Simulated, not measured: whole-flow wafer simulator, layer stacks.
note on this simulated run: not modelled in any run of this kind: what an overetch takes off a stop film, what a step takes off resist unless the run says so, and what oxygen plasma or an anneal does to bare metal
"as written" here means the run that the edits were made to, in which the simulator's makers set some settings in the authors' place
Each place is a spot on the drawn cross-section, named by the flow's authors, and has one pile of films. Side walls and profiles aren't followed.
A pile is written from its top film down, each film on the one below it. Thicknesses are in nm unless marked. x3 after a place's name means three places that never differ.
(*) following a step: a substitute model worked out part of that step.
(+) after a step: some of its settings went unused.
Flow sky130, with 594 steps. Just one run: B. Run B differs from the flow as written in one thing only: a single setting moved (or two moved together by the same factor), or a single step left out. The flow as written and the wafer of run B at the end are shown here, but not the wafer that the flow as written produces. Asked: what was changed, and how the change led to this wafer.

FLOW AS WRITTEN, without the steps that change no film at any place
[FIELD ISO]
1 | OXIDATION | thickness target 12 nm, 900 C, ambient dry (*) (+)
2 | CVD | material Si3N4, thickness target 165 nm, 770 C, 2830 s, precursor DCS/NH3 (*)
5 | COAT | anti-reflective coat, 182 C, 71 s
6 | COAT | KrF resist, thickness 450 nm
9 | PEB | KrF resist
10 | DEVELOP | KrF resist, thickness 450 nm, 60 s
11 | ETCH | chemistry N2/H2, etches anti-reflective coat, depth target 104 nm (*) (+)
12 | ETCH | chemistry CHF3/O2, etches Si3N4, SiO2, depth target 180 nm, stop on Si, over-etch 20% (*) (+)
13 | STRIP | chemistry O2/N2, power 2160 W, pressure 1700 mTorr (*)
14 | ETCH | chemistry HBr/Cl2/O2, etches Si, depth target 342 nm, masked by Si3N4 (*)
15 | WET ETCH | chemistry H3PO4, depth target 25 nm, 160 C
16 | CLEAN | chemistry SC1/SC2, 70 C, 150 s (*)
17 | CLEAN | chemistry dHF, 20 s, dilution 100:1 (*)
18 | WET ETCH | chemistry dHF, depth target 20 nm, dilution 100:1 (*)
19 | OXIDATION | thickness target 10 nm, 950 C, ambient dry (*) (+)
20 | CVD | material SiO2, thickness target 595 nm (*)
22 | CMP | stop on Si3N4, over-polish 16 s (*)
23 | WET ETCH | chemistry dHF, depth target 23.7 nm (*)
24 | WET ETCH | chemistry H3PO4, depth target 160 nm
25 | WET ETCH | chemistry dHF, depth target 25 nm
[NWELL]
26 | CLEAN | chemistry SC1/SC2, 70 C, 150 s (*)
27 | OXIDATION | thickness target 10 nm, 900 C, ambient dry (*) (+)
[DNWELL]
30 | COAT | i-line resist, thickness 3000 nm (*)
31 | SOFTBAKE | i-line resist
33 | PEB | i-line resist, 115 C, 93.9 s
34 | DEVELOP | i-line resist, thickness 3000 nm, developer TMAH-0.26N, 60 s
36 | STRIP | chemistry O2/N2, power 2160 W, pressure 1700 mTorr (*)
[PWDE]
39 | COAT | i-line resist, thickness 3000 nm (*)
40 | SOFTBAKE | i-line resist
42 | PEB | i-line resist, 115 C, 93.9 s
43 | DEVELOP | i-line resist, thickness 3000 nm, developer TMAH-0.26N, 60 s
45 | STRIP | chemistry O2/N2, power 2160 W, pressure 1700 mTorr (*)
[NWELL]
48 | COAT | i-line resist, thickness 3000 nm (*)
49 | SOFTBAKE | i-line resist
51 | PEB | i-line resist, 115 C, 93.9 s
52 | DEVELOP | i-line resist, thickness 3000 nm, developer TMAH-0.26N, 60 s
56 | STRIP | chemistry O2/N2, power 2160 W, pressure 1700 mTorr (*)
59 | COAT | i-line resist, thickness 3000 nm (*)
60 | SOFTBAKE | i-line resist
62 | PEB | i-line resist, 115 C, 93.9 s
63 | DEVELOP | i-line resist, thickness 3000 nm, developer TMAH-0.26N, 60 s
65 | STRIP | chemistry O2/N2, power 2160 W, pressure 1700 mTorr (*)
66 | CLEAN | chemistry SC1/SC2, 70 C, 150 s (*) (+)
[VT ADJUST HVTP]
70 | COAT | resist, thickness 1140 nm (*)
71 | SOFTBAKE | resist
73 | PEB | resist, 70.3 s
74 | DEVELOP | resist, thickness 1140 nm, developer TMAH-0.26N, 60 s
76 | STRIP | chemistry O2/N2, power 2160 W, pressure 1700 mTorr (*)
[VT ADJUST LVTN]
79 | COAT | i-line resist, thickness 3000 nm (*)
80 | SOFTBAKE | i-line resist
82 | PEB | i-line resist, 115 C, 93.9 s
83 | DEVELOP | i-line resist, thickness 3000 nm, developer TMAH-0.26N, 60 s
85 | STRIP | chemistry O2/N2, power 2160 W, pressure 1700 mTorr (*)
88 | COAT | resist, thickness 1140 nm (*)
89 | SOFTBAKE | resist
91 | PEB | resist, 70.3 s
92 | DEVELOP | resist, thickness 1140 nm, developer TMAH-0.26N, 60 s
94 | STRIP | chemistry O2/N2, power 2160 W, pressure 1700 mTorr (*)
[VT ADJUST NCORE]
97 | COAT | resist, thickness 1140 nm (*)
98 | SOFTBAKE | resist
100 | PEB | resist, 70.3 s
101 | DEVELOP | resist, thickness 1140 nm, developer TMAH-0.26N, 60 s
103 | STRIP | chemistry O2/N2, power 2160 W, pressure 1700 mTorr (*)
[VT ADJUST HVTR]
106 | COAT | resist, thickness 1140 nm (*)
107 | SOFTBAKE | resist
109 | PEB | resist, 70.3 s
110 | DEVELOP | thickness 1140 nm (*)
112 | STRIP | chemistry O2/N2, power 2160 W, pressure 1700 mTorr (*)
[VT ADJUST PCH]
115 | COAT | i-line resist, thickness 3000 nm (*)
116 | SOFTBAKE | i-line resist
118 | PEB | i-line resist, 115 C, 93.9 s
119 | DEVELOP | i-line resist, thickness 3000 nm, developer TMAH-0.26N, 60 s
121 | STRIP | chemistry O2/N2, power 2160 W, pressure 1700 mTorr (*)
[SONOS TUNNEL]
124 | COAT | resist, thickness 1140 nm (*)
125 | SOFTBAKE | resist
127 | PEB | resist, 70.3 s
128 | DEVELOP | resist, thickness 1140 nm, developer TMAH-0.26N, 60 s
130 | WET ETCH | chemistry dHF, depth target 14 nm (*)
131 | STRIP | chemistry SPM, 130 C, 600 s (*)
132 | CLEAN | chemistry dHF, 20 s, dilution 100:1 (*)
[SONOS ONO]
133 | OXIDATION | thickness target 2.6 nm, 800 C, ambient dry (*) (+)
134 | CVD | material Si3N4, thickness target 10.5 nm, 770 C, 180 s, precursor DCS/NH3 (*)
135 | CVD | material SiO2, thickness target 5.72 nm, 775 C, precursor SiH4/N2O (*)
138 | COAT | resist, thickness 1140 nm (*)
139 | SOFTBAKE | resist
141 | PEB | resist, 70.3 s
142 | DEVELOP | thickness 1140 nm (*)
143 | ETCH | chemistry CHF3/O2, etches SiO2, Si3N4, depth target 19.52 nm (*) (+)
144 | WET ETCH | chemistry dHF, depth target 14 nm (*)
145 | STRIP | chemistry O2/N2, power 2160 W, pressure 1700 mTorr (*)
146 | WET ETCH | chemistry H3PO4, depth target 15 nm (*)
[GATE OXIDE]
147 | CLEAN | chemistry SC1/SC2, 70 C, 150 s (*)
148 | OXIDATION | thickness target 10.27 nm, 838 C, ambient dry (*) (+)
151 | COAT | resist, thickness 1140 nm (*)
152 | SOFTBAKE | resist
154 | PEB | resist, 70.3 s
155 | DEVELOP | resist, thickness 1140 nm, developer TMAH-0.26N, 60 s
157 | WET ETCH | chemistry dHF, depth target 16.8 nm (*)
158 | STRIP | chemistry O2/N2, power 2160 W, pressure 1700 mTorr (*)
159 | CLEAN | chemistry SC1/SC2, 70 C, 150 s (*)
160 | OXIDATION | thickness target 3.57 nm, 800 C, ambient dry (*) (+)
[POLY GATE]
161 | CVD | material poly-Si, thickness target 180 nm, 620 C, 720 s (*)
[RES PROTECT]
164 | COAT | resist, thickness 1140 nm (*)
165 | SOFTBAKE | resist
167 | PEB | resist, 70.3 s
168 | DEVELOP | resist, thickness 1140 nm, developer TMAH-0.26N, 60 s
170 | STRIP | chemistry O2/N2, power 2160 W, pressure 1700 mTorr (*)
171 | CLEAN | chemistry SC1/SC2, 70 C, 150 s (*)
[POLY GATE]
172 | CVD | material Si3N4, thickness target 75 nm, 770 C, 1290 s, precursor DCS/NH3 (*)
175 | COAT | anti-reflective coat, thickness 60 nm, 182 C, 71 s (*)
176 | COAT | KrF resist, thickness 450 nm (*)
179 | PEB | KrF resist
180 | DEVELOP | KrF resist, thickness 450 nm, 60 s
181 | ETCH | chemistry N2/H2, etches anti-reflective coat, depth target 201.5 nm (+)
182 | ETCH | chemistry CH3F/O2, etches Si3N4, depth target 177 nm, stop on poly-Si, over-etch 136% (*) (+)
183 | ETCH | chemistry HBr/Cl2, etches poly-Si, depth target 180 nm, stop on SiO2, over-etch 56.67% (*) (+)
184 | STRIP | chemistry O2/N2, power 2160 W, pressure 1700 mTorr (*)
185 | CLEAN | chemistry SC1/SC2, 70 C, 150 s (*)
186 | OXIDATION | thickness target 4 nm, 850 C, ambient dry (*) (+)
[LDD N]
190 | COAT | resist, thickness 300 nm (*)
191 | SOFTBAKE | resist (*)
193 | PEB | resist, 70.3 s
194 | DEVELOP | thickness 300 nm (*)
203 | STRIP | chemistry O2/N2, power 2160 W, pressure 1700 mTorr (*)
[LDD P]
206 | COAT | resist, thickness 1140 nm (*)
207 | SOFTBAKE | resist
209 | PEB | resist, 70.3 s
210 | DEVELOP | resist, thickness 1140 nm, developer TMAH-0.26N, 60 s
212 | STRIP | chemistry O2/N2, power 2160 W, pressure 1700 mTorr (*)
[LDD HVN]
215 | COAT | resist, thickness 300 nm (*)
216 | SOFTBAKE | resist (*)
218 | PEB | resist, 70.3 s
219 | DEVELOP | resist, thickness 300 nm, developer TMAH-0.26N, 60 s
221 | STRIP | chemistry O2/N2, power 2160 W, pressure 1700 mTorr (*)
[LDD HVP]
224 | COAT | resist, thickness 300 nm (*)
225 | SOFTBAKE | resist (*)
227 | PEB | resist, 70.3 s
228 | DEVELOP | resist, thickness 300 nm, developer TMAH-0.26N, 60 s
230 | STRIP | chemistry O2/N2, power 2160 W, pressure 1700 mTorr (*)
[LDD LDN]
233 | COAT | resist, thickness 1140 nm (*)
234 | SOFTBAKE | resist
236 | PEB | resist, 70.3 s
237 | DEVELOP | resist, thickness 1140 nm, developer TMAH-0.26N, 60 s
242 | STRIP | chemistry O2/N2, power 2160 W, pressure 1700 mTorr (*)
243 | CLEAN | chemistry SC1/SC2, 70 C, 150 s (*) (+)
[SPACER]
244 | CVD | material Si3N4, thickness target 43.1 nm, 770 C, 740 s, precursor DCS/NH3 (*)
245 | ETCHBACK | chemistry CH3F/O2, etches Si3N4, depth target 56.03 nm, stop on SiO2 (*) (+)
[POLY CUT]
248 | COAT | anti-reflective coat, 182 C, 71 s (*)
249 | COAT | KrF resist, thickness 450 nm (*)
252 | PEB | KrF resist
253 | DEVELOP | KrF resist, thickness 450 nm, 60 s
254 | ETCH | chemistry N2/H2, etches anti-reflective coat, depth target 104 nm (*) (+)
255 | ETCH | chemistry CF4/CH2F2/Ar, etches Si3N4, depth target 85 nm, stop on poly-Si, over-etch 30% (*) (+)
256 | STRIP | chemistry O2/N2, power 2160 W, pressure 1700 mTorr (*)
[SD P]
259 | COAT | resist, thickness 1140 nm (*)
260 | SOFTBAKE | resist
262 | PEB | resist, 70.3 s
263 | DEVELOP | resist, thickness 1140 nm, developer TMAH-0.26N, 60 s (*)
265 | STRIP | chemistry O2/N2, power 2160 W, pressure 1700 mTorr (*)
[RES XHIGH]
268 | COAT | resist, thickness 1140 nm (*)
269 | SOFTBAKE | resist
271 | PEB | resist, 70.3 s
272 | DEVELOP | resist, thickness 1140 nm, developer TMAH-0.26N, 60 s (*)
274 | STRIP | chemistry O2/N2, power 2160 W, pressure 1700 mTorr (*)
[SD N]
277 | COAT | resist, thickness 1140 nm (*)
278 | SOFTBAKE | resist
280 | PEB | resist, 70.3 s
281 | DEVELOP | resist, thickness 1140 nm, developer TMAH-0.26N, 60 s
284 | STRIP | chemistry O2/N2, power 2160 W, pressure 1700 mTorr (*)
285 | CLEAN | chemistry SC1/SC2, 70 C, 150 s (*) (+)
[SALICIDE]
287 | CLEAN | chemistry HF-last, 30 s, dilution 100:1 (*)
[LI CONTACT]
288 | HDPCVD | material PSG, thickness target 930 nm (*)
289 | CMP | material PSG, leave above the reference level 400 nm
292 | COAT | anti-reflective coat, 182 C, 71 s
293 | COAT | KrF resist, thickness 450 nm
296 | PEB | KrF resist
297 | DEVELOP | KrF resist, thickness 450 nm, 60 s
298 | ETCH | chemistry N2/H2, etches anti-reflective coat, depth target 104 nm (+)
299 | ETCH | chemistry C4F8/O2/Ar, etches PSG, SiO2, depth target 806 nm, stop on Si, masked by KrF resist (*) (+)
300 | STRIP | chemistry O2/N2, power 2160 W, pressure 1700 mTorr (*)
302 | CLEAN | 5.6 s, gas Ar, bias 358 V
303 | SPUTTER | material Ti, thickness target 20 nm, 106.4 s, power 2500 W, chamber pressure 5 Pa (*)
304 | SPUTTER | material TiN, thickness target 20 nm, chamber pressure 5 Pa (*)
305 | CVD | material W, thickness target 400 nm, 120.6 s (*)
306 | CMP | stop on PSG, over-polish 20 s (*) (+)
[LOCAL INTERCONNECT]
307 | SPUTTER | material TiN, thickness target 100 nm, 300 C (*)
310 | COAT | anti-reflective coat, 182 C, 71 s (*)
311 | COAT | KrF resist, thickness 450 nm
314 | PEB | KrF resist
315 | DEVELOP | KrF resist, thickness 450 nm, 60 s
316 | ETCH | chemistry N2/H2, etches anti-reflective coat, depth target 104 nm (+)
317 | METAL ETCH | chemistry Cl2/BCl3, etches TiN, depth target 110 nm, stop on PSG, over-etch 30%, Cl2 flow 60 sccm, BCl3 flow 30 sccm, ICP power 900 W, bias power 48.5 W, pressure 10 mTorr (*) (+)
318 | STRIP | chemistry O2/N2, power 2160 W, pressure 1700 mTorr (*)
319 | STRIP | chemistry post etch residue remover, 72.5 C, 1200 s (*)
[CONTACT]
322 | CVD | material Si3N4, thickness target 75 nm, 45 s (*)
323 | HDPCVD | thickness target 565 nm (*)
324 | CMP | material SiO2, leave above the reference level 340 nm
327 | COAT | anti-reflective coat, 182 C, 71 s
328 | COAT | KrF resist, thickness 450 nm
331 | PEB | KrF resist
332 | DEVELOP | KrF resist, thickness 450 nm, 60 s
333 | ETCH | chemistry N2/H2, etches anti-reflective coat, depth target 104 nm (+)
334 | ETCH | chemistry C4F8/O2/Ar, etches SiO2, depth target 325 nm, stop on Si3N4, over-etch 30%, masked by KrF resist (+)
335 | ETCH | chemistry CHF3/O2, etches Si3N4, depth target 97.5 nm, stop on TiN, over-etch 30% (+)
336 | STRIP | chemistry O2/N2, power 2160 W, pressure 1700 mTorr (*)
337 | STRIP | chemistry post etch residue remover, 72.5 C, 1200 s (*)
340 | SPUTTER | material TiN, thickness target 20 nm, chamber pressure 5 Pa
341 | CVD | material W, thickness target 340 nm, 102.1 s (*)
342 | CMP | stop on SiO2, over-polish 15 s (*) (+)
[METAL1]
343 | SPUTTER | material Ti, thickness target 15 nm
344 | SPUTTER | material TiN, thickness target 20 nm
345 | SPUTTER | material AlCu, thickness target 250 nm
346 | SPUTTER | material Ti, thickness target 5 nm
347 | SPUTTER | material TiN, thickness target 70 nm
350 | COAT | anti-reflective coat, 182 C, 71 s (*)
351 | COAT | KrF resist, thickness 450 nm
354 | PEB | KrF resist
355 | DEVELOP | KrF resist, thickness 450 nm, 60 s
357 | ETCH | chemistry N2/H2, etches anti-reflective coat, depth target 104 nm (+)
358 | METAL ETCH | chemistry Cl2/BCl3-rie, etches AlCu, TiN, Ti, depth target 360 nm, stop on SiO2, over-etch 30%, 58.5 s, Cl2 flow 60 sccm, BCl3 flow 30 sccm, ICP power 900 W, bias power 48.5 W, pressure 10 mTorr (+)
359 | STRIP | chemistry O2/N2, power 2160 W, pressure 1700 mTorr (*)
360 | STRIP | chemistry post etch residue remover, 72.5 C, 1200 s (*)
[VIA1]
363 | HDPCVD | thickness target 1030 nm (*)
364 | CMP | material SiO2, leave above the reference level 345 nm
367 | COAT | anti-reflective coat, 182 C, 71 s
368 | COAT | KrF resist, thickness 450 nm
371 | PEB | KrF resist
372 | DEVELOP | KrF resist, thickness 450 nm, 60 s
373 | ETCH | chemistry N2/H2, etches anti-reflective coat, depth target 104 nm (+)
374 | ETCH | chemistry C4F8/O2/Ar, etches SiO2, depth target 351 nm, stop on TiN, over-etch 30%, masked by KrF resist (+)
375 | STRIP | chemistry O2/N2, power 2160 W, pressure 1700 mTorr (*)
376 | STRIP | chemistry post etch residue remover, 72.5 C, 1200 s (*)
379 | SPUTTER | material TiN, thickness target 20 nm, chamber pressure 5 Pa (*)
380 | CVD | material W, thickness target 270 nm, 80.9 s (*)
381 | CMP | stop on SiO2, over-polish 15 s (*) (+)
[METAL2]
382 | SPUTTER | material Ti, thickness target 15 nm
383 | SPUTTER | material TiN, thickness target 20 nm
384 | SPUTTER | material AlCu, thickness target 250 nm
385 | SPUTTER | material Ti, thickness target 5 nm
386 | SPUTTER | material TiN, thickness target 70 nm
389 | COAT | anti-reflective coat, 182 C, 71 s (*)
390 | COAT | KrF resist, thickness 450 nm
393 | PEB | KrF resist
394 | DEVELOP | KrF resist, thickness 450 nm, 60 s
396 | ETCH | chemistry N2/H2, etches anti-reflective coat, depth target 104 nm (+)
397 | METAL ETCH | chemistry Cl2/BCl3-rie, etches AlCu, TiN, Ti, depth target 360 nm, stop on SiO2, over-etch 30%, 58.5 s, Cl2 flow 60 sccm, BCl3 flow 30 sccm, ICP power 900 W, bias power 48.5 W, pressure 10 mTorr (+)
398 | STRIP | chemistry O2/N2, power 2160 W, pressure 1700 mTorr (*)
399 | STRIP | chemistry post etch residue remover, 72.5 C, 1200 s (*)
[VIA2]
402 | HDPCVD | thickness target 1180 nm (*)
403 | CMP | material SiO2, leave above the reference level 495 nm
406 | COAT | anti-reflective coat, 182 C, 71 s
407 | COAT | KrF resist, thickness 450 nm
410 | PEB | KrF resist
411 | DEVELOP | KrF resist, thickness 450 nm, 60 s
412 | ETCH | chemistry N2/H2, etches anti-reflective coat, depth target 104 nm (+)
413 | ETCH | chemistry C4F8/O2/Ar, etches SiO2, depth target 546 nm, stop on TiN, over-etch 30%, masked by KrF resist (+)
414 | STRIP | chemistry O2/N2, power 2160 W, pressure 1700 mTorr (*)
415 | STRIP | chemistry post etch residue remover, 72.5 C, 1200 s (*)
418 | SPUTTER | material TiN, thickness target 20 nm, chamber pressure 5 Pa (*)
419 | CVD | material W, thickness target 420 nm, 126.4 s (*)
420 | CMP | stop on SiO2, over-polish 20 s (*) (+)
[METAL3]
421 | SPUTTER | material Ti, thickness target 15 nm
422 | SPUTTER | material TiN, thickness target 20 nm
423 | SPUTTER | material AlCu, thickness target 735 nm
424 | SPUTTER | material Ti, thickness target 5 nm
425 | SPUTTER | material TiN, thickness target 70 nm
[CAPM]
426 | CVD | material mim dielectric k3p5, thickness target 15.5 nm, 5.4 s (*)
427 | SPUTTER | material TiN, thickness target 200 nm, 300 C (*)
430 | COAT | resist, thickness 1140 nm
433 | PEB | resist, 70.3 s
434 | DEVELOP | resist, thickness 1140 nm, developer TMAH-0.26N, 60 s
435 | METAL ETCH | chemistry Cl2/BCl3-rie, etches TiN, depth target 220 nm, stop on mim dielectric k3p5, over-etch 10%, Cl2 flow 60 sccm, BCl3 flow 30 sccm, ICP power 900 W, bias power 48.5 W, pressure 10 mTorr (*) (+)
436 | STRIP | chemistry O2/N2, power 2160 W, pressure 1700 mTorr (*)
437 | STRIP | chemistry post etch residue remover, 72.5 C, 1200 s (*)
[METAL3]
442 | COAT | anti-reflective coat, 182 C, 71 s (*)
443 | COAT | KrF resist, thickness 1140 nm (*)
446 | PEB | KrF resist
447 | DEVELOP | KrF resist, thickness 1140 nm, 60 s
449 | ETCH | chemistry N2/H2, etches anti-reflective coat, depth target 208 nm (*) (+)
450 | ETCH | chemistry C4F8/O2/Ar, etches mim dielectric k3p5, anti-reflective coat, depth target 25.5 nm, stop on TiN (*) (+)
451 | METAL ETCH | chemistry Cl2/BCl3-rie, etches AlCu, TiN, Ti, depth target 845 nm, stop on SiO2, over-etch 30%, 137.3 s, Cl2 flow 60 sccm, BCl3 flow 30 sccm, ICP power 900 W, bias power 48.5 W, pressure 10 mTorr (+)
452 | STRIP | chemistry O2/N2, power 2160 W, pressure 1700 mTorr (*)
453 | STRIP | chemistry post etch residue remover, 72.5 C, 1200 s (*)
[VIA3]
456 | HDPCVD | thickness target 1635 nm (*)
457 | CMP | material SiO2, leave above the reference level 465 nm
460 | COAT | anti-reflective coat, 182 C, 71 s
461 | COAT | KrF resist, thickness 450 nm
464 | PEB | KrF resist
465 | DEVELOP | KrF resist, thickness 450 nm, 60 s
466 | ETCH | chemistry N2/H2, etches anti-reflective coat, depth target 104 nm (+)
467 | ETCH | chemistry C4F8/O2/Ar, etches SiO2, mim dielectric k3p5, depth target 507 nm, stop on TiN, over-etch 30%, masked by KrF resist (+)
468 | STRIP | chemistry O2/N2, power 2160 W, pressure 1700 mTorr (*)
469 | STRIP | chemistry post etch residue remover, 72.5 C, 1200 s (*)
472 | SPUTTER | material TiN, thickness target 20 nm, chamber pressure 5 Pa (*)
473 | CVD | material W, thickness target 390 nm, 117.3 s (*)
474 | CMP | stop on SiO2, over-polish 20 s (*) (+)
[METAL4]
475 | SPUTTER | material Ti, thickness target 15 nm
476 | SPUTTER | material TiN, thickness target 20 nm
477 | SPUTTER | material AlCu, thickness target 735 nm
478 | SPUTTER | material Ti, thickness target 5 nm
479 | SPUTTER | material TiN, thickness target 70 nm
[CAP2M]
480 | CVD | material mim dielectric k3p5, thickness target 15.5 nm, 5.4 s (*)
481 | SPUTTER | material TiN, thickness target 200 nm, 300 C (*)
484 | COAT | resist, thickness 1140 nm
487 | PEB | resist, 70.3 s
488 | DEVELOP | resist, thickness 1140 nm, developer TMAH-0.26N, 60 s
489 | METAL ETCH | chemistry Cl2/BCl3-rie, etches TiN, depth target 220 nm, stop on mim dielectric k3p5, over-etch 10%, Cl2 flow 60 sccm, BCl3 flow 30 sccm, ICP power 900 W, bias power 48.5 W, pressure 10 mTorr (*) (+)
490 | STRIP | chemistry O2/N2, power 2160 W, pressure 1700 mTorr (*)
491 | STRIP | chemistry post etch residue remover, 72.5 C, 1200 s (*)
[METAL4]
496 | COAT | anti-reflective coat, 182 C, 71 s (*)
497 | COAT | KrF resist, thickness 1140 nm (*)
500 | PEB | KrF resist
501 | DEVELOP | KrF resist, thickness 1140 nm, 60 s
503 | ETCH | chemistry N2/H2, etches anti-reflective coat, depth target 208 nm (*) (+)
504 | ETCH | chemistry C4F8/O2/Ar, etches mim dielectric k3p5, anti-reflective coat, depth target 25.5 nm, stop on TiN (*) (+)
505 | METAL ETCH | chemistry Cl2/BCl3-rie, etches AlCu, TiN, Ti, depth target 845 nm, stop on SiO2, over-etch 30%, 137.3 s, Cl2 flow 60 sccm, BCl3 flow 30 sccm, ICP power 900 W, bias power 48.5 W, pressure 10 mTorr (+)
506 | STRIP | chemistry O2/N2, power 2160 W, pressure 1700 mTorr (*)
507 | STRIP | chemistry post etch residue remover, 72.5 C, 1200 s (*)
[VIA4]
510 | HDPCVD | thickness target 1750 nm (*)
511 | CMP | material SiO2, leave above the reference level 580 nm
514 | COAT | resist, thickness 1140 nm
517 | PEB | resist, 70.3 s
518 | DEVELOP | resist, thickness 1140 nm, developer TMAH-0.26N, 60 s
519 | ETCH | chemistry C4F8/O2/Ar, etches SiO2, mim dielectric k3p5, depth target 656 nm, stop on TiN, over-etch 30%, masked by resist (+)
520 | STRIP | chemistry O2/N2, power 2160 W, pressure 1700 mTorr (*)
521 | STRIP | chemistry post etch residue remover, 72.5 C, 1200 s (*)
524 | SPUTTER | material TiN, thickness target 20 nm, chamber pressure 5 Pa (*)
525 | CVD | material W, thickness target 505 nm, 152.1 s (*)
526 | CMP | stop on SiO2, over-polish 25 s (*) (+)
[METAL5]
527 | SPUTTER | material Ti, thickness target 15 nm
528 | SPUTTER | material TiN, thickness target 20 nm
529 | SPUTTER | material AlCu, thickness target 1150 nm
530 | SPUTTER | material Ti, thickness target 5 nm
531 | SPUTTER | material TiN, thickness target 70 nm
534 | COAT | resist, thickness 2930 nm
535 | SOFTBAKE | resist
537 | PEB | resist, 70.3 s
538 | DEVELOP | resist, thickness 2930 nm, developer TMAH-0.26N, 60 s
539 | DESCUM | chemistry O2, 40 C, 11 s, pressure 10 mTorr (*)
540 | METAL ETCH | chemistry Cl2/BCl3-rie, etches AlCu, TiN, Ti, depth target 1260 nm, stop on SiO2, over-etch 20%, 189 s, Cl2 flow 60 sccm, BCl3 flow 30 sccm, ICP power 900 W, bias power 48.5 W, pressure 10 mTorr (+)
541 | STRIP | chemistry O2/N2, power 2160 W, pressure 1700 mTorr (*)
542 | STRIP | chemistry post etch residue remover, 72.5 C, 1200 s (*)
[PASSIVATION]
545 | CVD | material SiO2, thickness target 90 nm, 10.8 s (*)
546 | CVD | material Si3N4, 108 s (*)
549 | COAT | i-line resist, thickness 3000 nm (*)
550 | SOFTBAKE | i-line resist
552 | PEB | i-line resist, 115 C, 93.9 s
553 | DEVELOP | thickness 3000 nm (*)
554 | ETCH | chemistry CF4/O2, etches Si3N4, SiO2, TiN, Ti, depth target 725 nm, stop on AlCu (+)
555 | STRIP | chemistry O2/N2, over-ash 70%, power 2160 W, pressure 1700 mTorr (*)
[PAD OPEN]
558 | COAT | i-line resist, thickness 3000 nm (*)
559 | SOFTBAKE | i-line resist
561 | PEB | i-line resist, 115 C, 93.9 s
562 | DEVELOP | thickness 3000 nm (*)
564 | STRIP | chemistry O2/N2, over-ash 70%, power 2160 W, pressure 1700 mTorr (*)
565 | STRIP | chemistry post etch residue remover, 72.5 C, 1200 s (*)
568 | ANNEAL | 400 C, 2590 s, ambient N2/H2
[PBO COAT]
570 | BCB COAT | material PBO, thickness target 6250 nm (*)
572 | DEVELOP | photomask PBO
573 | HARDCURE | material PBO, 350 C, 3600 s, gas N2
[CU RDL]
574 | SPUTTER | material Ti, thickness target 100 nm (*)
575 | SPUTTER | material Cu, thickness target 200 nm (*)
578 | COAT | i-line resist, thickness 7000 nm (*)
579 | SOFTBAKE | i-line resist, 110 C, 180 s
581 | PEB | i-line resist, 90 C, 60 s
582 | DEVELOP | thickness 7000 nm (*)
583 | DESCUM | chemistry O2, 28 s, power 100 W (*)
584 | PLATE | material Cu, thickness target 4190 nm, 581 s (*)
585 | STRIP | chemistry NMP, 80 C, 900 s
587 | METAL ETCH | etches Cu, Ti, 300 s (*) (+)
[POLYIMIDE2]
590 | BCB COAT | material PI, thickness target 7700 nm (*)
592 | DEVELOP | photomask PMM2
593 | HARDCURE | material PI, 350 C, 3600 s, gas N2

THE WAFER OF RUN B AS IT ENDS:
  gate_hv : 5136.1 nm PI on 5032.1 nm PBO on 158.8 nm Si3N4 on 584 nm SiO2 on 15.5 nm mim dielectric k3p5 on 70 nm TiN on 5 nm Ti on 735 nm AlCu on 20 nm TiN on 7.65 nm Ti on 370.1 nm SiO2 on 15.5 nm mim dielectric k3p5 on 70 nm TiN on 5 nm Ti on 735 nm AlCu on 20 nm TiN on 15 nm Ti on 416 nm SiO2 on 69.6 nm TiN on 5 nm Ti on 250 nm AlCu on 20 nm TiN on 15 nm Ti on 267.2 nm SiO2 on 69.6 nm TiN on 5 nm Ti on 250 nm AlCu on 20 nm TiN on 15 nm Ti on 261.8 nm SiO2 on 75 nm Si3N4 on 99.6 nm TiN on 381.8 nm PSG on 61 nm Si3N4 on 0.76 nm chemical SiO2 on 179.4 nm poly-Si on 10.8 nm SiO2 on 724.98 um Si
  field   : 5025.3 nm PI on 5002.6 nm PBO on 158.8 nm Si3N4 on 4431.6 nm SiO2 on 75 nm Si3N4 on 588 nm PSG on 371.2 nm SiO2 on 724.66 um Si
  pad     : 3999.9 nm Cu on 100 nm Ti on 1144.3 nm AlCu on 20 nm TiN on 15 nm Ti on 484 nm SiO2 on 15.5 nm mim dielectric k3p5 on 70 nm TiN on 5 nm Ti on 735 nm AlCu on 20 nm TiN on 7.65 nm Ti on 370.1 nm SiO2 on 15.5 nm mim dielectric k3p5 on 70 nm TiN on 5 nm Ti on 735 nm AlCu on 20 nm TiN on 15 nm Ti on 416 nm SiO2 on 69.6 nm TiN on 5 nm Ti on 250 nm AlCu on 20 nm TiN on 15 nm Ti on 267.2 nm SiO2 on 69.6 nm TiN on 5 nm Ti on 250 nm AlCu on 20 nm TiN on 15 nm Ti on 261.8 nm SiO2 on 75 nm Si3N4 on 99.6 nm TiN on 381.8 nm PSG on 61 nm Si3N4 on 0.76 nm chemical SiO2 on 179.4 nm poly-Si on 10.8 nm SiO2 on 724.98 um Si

The reason: step 475, SPUTTER: thickness target 7.65 nm was run, though the flow has thickness target 15 nm.
The wafer itself shows it: gate_hv has Ti 7.65, and step 475 as written asks for 15 nm.

The path from the change to this, step by step:
  475 | SPUTTER | material Ti, thickness target 15 nm
      field, active, n_well and 189 more: Ti gains 7.65 (new film) (as written it would have been: Ti gains 15 (new film))
  505 | METAL ETCH | chemistry Cl2/BCl3-rie, etches AlCu, TiN, Ti, depth target 845 nm, stop on SiO2, over-etch 30%, 137.3 s, Cl2 flow 60 sccm, BCl3 flow 30 sccm, ICP power 900 W, bias power 48.5 W, pressure 10 mTorr (+)
      field, gate, spacer and 68 more: TiN loses 70 (all of it), Ti loses 5 (all of it), AlCu loses 735 (all of it), TiN loses 20 (all of it), Ti loses 7.65 (all of it), SiO2 loses 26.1 (as written it would have been: TiN loses 70 (all of it), Ti loses 5 (all of it), AlCu loses 735 (all of it), TiN loses 20 (all of it), Ti loses 15 (all of it), SiO2 loses 25.4)
      active, vpp_iso1, mim_edge_plate and 14 more: TiN loses 70 (all of it), Ti loses 5 (all of it), AlCu loses 735 (all of it), TiN loses 20 (all of it), Ti loses 7.65 (all of it), SiO2 loses 26.1 (as written it would have been: TiN loses 70 (all of it), Ti loses 5 (all of it), AlCu loses 735 (all of it), TiN loses 20 (all of it), Ti loses 15 (all of it), SiO2 loses 25.3)
